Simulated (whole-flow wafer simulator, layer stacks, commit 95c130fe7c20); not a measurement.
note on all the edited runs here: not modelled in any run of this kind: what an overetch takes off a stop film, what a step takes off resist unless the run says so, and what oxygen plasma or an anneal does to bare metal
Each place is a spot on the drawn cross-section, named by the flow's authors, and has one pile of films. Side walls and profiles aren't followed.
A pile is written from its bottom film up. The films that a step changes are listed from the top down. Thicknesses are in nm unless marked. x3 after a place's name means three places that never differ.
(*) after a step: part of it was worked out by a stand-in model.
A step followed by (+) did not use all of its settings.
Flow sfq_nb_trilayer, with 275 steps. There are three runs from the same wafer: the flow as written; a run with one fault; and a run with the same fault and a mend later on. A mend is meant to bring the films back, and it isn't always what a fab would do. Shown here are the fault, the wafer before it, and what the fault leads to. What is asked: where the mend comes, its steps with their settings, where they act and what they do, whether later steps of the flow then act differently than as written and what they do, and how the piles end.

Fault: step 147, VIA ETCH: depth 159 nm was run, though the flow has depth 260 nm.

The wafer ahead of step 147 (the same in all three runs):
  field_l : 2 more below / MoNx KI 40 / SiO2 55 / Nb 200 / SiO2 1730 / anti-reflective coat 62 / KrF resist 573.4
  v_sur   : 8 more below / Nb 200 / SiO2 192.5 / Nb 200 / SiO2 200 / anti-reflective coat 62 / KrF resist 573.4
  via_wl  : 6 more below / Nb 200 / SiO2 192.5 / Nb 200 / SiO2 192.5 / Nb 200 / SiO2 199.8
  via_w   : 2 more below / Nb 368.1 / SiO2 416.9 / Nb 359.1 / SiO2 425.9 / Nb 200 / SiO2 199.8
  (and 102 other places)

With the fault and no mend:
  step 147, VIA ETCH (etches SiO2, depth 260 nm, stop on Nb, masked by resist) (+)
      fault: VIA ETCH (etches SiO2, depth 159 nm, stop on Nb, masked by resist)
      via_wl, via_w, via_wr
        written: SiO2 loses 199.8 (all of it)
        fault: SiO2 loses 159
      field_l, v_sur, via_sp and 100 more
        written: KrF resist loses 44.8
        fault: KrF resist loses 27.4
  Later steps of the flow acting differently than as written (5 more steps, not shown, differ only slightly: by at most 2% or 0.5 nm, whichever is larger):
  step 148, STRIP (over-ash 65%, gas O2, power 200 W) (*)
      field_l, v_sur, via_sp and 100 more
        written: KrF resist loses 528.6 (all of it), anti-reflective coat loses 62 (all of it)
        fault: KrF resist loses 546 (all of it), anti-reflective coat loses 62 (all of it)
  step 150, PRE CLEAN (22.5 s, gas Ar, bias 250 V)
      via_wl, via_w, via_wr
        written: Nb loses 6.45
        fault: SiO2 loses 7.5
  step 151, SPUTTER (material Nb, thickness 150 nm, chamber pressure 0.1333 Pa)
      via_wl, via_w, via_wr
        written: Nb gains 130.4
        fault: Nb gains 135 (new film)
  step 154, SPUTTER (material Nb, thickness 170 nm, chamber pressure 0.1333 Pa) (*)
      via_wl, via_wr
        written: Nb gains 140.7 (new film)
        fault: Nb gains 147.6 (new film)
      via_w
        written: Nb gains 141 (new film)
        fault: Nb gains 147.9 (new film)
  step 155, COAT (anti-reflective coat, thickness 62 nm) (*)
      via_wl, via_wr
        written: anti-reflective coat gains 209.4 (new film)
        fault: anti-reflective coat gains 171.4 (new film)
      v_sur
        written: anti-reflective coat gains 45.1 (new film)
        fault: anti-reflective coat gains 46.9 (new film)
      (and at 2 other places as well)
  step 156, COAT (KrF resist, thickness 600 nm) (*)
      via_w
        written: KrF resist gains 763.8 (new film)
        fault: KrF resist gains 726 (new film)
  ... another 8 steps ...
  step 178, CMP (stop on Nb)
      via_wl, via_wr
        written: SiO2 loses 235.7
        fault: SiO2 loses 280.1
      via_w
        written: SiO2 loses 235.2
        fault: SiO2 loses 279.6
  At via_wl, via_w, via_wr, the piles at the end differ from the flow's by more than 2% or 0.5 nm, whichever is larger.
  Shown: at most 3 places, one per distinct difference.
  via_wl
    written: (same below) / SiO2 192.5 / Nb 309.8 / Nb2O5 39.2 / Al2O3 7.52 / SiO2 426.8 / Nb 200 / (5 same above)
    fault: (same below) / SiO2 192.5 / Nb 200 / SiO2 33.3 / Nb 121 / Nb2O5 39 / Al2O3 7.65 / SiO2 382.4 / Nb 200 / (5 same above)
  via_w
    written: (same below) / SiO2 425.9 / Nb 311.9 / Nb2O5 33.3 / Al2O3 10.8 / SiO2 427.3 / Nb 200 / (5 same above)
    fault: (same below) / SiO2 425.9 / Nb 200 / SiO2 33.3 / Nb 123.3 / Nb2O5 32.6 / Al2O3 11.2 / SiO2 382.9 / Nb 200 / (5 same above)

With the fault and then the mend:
  The mend follows step 147.
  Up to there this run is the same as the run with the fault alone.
  step 147a, VIA ETCH (etches SiO2, depth 101 nm, stop on Nb, masked by resist) (+) (a further turn of the flow's step 147, with different settings)
      field_l, v_sur, via_sp and 100 more
        KrF resist loses 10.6
      via_wl, via_w, via_wr
        SiO2 loses 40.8 (all of it)
  None of the later steps of the flow differs from how it acts as written, at any place that is followed, by more than 2% or 0.5 nm, whichever is larger.
  The piles end the same as the flow's at every place that both follow.
